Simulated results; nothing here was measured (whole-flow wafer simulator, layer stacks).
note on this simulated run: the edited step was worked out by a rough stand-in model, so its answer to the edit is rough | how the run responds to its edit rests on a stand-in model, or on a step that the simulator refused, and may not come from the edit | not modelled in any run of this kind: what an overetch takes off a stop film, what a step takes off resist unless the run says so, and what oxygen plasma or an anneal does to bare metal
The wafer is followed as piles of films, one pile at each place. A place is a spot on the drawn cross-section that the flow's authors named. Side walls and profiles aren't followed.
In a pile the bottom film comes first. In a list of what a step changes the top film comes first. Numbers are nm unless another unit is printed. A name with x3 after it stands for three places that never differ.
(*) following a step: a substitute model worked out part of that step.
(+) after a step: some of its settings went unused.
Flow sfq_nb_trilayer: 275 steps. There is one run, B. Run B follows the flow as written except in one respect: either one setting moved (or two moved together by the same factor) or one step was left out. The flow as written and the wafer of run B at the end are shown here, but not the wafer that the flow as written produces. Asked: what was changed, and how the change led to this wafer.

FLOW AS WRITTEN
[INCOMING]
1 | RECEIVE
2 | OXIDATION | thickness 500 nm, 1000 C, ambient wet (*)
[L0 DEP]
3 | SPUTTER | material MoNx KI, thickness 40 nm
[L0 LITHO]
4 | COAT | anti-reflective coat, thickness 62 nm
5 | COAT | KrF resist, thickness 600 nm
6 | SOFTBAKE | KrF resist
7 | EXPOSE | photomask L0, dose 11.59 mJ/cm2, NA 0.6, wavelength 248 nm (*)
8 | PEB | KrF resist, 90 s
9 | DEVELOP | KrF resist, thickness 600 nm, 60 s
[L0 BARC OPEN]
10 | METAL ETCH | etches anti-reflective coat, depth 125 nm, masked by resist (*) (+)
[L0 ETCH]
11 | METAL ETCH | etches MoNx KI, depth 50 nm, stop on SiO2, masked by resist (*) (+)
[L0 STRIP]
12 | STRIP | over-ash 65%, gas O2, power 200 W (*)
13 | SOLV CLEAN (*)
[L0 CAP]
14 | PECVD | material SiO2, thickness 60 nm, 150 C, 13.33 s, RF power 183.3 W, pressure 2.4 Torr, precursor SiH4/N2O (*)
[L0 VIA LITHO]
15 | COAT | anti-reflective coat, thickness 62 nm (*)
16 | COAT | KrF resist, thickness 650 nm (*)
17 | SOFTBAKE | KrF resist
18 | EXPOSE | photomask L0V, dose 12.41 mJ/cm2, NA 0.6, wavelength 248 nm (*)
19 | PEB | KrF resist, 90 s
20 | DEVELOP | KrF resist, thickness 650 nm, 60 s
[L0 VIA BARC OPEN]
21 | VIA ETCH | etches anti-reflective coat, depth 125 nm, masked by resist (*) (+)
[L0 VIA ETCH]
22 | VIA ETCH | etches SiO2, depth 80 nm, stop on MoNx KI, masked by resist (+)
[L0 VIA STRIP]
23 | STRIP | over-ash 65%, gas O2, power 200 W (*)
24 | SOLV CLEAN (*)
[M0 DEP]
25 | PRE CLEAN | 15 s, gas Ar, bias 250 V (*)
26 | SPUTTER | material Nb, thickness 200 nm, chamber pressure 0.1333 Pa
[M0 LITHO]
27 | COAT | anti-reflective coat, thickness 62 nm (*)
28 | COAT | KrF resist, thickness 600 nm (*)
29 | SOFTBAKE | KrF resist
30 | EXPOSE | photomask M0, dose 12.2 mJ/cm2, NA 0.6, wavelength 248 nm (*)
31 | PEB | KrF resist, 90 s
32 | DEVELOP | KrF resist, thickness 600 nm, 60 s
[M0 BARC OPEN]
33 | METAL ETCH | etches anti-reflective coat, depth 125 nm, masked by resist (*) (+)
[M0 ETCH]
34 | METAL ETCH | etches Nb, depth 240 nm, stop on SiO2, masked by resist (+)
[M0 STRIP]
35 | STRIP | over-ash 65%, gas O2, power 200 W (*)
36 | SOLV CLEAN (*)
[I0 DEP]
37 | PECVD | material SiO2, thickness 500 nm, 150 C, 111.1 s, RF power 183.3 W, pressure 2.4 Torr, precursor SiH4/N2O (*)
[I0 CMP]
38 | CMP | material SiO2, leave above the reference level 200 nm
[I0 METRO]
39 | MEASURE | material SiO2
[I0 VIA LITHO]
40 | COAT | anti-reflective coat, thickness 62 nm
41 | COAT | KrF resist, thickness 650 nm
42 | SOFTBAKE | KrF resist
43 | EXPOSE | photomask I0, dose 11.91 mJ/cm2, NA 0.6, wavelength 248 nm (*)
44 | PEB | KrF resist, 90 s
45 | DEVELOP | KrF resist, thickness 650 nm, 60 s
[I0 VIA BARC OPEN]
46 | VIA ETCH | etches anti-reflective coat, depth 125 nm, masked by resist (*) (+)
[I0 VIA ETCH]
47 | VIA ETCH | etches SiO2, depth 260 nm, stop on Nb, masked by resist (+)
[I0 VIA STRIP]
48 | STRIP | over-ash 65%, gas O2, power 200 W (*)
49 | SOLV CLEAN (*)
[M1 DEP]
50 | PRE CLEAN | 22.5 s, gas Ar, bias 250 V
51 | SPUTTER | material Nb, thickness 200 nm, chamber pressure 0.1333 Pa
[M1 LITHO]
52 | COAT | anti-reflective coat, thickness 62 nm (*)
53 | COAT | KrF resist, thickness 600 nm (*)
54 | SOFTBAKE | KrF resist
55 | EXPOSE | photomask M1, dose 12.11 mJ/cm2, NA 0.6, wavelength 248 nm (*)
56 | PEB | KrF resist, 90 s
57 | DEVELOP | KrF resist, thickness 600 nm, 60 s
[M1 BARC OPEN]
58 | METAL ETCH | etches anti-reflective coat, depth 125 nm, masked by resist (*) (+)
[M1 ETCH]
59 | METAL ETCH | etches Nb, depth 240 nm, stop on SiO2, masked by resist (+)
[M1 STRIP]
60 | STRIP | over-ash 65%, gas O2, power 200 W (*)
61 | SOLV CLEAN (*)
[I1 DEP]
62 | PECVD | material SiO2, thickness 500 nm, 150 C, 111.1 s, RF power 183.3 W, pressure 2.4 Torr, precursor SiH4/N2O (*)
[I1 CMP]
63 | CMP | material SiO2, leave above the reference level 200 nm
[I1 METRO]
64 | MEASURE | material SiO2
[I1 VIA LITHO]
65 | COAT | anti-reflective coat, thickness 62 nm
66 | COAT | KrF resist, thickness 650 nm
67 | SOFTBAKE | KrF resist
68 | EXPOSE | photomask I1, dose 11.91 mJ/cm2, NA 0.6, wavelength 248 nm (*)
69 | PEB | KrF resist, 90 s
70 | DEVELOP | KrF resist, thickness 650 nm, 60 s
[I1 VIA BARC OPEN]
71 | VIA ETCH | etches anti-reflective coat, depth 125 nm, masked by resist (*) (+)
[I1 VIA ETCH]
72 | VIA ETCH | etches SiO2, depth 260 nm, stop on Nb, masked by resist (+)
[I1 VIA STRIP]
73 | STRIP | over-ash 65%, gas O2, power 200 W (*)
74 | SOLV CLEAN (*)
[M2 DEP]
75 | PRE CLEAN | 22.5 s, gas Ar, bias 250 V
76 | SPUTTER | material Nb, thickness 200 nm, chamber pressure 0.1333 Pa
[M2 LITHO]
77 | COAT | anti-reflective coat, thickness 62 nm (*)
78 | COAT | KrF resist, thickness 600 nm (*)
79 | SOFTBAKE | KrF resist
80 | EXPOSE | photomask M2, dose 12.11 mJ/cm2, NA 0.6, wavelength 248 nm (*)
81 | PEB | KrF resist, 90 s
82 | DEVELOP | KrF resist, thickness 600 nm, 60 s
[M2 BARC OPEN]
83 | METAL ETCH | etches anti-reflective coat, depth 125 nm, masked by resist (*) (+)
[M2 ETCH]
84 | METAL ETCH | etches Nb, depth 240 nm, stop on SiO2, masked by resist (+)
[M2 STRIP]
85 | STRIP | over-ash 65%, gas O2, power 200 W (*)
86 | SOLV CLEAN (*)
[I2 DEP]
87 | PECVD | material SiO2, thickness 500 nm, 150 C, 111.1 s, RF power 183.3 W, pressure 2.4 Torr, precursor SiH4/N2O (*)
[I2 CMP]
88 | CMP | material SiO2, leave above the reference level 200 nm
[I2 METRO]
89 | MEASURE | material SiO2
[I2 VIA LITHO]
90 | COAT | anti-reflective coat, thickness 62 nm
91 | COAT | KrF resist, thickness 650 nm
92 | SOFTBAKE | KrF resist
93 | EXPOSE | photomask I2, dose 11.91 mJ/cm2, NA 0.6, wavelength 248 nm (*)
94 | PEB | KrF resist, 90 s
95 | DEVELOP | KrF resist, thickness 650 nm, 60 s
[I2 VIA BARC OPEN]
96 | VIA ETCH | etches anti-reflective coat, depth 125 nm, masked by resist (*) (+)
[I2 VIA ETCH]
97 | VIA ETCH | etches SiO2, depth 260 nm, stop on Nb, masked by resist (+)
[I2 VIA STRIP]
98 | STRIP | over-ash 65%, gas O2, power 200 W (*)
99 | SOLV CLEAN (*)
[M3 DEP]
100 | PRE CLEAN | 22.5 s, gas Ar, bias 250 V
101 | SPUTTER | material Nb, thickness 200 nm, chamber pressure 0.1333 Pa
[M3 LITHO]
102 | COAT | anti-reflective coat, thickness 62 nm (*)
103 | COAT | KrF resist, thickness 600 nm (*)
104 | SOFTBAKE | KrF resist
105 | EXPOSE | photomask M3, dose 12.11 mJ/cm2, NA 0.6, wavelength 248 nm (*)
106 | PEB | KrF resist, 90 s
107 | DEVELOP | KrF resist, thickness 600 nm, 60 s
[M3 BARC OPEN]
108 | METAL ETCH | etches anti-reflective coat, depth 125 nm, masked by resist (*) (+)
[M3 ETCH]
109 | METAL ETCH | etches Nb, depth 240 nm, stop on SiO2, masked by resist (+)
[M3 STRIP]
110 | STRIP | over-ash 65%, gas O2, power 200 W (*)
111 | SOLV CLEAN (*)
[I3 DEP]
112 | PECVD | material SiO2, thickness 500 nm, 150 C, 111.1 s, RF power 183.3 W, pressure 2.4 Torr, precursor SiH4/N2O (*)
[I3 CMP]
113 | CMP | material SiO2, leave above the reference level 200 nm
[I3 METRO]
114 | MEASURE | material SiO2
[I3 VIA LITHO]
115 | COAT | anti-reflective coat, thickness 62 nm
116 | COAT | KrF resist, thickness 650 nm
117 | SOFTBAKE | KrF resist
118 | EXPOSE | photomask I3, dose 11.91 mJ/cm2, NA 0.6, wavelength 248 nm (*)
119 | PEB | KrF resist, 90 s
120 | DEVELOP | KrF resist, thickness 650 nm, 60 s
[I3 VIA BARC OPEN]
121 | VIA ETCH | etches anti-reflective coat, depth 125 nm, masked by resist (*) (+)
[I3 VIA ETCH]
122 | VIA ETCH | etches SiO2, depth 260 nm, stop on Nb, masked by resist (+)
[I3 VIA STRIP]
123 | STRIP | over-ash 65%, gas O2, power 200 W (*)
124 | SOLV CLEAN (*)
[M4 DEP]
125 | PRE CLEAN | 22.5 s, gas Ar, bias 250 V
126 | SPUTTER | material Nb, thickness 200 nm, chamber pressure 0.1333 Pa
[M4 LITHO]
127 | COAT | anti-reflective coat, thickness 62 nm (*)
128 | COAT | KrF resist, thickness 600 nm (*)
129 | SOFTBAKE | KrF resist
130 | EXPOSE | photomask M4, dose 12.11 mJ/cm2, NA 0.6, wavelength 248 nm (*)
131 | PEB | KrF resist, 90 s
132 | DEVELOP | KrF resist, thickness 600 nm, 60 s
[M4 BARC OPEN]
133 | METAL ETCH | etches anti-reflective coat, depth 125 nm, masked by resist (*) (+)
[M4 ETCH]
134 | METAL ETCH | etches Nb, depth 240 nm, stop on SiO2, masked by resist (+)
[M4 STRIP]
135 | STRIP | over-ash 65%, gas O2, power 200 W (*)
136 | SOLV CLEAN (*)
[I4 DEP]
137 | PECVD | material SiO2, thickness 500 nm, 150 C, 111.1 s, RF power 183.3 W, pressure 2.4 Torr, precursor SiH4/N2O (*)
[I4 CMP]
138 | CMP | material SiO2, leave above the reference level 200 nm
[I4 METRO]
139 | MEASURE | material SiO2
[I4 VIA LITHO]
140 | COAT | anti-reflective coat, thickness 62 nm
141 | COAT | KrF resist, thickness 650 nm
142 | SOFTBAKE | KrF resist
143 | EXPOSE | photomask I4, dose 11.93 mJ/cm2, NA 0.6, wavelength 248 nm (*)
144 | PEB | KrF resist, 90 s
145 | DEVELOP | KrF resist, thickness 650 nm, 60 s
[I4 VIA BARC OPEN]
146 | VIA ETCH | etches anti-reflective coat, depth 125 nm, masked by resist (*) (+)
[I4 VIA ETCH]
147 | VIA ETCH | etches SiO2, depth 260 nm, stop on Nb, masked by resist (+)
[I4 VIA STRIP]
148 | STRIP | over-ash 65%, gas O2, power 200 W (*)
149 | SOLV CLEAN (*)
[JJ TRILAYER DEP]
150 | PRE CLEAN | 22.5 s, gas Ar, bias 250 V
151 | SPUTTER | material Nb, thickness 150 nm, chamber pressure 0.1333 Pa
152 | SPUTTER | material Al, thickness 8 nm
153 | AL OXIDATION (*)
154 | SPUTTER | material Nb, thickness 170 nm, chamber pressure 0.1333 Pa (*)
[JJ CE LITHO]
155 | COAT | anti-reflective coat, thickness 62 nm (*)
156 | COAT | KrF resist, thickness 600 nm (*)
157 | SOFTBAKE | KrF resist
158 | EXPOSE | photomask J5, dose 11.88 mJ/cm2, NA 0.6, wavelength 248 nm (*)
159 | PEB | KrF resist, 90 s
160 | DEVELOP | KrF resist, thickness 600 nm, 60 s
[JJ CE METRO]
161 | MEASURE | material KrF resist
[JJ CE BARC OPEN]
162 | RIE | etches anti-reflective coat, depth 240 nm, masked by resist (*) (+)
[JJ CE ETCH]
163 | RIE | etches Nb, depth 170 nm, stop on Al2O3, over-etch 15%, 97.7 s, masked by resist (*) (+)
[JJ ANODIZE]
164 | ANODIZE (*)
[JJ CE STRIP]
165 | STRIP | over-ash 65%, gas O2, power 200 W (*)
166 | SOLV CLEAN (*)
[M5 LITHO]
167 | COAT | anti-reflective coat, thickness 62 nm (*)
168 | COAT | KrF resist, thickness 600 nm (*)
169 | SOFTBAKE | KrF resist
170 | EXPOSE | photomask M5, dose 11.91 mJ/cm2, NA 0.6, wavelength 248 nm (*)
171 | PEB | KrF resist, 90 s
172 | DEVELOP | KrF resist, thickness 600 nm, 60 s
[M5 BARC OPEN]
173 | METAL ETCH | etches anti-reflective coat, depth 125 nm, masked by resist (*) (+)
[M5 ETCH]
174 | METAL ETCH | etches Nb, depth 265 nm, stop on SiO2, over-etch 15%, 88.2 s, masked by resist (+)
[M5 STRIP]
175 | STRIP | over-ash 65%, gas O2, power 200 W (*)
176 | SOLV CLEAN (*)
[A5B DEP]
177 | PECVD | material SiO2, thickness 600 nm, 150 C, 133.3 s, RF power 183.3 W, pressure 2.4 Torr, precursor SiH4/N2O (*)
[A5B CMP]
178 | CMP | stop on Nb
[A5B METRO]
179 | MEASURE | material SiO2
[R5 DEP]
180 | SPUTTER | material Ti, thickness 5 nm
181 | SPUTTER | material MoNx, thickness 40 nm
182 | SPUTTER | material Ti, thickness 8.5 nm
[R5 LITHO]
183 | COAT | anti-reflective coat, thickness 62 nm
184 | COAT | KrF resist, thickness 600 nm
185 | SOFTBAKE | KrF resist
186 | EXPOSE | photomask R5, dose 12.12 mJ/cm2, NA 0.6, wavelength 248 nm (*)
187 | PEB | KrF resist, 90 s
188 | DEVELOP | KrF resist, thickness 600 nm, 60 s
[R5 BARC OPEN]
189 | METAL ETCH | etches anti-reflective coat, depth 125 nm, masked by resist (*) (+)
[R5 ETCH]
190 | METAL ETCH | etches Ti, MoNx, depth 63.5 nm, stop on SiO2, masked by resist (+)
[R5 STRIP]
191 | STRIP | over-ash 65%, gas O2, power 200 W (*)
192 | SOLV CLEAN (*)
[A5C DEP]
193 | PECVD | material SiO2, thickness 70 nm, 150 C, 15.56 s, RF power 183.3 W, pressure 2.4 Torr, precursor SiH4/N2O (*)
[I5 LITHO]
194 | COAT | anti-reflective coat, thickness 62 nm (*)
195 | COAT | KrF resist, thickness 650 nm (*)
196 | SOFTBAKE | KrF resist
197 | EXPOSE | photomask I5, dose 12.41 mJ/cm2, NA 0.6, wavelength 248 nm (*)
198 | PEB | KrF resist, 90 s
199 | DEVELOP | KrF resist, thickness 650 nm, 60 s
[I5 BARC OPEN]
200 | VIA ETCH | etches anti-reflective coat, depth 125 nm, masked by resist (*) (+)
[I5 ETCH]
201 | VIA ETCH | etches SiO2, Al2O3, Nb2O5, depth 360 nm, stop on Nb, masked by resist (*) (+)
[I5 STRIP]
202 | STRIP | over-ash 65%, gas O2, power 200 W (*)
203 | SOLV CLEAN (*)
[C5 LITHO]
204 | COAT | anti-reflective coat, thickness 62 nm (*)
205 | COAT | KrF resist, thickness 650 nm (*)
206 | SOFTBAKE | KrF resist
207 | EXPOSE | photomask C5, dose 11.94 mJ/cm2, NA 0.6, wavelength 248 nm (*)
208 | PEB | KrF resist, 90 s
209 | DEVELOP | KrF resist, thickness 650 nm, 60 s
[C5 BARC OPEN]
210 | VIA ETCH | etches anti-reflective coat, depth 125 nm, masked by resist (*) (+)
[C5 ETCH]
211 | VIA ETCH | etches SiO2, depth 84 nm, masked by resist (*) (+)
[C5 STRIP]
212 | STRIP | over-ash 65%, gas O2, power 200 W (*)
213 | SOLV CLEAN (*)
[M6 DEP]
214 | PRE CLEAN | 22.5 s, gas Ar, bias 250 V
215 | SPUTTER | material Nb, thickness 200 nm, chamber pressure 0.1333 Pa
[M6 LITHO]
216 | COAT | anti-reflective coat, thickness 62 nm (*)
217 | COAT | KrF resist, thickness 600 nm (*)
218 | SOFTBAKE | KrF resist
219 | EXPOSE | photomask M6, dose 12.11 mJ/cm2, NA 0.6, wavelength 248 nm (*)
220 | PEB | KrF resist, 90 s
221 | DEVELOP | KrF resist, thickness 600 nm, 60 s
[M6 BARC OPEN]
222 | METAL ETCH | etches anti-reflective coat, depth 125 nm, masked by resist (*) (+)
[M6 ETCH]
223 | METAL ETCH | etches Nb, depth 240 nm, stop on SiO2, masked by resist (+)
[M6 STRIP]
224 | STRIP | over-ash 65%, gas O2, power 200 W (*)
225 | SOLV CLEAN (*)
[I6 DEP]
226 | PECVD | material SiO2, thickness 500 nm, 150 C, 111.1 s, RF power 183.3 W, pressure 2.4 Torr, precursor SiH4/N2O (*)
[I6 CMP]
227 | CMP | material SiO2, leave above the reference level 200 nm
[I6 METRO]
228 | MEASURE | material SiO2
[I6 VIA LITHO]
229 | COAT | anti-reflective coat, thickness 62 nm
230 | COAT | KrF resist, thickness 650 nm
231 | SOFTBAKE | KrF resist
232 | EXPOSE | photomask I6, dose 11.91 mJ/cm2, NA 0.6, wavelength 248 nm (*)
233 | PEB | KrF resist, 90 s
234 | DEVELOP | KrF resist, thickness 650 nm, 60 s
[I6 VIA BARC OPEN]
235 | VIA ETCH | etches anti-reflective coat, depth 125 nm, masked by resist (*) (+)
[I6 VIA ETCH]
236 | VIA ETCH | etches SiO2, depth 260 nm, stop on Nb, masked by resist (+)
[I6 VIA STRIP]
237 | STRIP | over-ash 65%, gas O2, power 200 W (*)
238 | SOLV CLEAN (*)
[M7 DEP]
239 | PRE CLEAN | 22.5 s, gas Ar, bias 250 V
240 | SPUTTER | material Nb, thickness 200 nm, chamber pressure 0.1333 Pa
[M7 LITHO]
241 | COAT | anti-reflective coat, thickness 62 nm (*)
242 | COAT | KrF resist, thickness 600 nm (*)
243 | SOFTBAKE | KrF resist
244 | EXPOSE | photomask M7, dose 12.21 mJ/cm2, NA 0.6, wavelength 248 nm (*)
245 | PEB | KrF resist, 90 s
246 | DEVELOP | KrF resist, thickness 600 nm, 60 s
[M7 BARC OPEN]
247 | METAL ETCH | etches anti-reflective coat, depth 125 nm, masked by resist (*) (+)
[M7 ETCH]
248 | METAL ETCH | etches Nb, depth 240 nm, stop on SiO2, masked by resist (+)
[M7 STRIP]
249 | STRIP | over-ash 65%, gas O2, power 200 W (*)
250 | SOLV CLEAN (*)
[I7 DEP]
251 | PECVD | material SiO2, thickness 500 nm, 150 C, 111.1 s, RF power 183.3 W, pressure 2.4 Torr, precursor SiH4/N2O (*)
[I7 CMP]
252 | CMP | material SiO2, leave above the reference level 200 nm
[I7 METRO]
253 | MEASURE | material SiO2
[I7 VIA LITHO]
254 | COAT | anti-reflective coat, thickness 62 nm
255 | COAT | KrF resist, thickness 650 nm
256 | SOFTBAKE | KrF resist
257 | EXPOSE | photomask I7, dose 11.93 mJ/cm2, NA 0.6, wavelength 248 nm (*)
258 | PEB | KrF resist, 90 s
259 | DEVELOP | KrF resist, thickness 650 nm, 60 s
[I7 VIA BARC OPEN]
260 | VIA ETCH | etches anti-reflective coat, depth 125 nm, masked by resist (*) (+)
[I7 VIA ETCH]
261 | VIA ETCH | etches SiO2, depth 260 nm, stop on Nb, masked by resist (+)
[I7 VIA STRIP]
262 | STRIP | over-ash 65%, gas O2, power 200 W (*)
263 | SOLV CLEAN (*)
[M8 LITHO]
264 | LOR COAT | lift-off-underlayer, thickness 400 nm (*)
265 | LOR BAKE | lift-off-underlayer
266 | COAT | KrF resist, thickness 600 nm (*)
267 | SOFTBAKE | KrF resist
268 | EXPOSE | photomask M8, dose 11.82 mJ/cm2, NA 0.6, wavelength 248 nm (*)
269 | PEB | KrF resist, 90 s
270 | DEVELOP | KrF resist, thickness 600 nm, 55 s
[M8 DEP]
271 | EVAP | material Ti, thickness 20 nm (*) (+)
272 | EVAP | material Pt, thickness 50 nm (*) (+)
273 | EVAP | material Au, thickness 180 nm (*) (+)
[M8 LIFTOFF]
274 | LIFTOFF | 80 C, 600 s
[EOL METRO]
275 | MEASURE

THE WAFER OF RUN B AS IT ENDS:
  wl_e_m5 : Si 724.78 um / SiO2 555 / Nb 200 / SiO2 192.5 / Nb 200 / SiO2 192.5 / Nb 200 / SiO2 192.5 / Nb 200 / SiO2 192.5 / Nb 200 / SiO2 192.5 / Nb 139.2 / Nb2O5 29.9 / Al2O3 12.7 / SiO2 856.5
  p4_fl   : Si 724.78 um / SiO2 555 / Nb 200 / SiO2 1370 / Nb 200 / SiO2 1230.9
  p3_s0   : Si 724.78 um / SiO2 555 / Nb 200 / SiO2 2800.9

What caused this: step 251, PECVD: thickness 255 nm was run, though the flow has thickness 500 nm; step 251, PECVD: 56.67 s was run, where the flow has 111.1 s.

How this came from the change, step by step:
  251 | PECVD | material SiO2, thickness 500 nm, 150 C, 111.1 s, RF power 183.3 W, pressure 2.4 Torr, precursor SiH4/N2O (*)
      field_l, p4_fl, p4_fm and 56 more: SiO2 gains 255 (in the flow as written it would be: SiO2 gains 500)
      v_sur, via_wl, via_w and 37 more: SiO2 gains 255 (new film) (in the flow as written it would be: SiO2 gains 500 (new film))
      (and at 7 other places as well)
  252 | CMP | material SiO2, leave above the reference level 200 nm
      field_l, p4_fl, p4_fm and 56 more: nothing (in the flow as written it would be: SiO2 loses 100)
      field_r, lsp_l: nothing (in the flow as written it would be: SiO2 loses 77.7)
      (and at 45 other places as well)
  254 | COAT | anti-reflective coat, thickness 62 nm
      jj_sur, ce_l, c5j, ce_r, sp_r, be_r: anti-reflective coat gains 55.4 (new film) (in the flow as written it would be: anti-reflective coat gains 62 (new film))
      p3_s1, p3_l2, p3_s2, p3_s5, p3_l6: anti-reflective coat gains 63.8 (new film) (in the flow as written it would be: anti-reflective coat gains 62 (new film))
      (and at 83 other places as well)
  255 | COAT | KrF resist, thickness 650 nm
      m0r_space_l, m0r_space_r, m5r_space_l, m6r_space_l, m6r_space_r: KrF resist gains 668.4 (new film) (in the flow as written it would be: KrF resist gains 650 (new film))
      m0r_line_l, m0r_line_r, m6r_line_l, m6r_line_r: KrF resist gains 678.6 (new film) (in the flow as written it would be: KrF resist gains 650 (new film))
      (and at 73 other places as well)
  259 | DEVELOP | KrF resist, thickness 650 nm, 60 s
      via_wl: KrF resist loses 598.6 (all of it) (in the flow as written it would be: KrF resist loses 648.6 (all of it))
      via_w: KrF resist loses 606.5 (all of it) (in the flow as written it would be: KrF resist loses 648.6 (all of it))
      (and at 1 other place as well)
  260 | VIA ETCH | etches anti-reflective coat, depth 125 nm, masked by resist (*) (+)
      field_l, v_sur, via_sp and 100 more: KrF resist loses 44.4 (in the flow as written it would be: KrF resist loses 51.7)
      via_wl: anti-reflective coat loses 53 (all of it), SiO2 loses 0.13 (in the flow as written it would be: anti-reflective coat loses 62 (all of it), SiO2 loses 0.16)
      (and at 2 other places as well)
  262 | STRIP | over-ash 65%, gas O2, power 200 W (*)
      m0r_line_l, m0r_line_r, m6r_line_l, m6r_line_r: KrF resist loses 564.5 (all of it), anti-reflective coat loses 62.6 (all of it) (in the flow as written it would be: KrF resist loses 528.6 (all of it), anti-reflective coat loses 62 (all of it))
      m0r_space_l, m0r_space_r, m6r_space_l, m6r_space_r: KrF resist loses 554.2 (all of it), anti-reflective coat loses 79.6 (all of it) (in the flow as written it would be: KrF resist loses 528.6 (all of it), anti-reflective coat loses 62 (all of it))
      (and at 90 other places as well)
  264 | LOR COAT | lift-off-underlayer, thickness 400 nm (*)
      m0r_line_l, m0r_line_r, m6r_line_l, m6r_line_r: lift-off-underlayer gains 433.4 (new film) (in the flow as written it would be: lift-off-underlayer gains 400 (new film))
      m0r_space_l, m0r_space_r, m6r_space_l, m6r_space_r: lift-off-underlayer gains 446.1 (new film) (in the flow as written it would be: lift-off-underlayer gains 400 (new film))
      (and at 81 other places as well)
  266 | COAT | KrF resist, thickness 600 nm (*)
      m0r_line_l, m0r_line_r, m6r_line_l, m6r_line_r: KrF resist gains 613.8 (new film) (in the flow as written it would be: KrF resist gains 600 (new film))
      wl_d_m1, wl_d_sr: KrF resist gains 624.1 (new film) (in the flow as written it would be: KrF resist gains 600 (new film))
      (and at 47 other places as well)
  270 | DEVELOP | KrF resist, thickness 600 nm, 55 s
      field_l: KrF resist loses 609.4 (all of it), lift-off-underlayer loses 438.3 (all of it) (in the flow as written it would be: KrF resist loses 593.7 (all of it), lift-off-underlayer loses 388.2 (all of it))
      v_sur: KrF resist loses 590.7 (all of it), lift-off-underlayer loses 316.6 (all of it) (in the flow as written it would be: KrF resist loses 607.3 (all of it), lift-off-underlayer loses 369.4 (all of it))
      (and at 9 other places as well)
  274 | LIFTOFF | 80 C, 600 s
      m0r_line_l, m0r_line_r, m6r_line_l, m6r_line_r: Au loses 180 (all of it), Pt loses 50 (all of it), Ti loses 20 (all of it), KrF resist loses 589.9 (all of it), lift-off-underlayer loses 433.4 (all of it) (in the flow as written it would be: Au loses 180 (all of it), Pt loses 50 (all of it), Ti loses 20 (all of it), KrF resist loses 576.2 (all of it), lift-off-underlayer loses 400 (all of it))
      m0r_space_l, m0r_space_r, m6r_space_l, m6r_space_r: Au loses 180 (all of it), Pt loses 50 (all of it), Ti loses 20 (all of it), KrF resist loses 579.6 (all of it), lift-off-underlayer loses 446.1 (all of it) (in the flow as written it would be: Au loses 180 (all of it), Pt loses 50 (all of it), Ti loses 20 (all of it), KrF resist loses 576.2 (all of it), lift-off-underlayer loses 400 (all of it))
      (and at 70 other places as well)
